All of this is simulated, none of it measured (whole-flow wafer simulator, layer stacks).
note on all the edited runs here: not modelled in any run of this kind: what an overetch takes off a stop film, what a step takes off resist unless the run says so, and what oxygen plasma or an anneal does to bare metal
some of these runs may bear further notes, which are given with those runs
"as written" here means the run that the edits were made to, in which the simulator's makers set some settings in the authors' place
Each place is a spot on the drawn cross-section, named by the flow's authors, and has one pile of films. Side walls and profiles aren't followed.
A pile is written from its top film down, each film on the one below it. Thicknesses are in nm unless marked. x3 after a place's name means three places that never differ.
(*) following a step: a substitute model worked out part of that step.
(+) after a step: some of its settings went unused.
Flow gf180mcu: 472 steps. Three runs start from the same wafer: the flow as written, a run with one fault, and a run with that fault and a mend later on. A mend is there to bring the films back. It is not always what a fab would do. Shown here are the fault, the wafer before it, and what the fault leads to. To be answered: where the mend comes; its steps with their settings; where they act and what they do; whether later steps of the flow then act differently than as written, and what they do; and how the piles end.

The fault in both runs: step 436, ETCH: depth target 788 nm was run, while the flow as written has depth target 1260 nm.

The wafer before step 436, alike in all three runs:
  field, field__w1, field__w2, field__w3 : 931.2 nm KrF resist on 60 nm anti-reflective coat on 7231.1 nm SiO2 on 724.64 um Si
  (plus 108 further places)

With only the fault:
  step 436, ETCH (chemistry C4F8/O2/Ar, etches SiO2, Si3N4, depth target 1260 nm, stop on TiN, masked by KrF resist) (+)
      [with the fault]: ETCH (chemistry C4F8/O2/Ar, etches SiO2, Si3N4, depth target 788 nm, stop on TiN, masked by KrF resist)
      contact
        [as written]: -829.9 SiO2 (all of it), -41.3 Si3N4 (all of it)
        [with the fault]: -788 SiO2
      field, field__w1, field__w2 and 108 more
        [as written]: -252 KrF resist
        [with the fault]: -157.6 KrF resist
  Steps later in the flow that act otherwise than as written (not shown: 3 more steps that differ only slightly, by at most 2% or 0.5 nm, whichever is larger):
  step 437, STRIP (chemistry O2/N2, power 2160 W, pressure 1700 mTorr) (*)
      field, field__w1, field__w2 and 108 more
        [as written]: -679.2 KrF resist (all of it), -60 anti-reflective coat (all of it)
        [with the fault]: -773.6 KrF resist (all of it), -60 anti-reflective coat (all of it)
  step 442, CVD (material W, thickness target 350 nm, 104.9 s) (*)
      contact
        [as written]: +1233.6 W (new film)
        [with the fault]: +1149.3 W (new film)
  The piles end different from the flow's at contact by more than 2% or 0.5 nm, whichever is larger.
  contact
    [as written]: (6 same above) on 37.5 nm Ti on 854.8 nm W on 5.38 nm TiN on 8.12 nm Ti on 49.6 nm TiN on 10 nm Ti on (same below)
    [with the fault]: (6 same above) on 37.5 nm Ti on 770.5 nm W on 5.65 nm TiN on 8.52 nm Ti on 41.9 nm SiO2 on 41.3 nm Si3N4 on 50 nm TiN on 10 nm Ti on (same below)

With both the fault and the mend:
  The mend stands after step 436.
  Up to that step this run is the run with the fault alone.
  step 436a, ETCH (chemistry C4F8/O2/Ar, etches SiO2, Si3N4, depth target 472 nm, stop on TiN, masked by KrF resist) (+) (the flow's step 436, run once more with other settings)
      field, field__w1, field__w2 and 108 more
        -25 KrF resist
      contact
        -41.9 SiO2 (all of it), -41.3 Si3N4 (all of it)
  Steps later in the flow that act otherwise than as written:
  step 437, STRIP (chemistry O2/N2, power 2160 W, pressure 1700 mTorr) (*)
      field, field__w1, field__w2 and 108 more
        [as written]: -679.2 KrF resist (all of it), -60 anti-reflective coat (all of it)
        [with the mend]: -748.6 KrF resist (all of it), -60 anti-reflective coat (all of it)
  At every place that both follow, the piles at the end match the flow's.
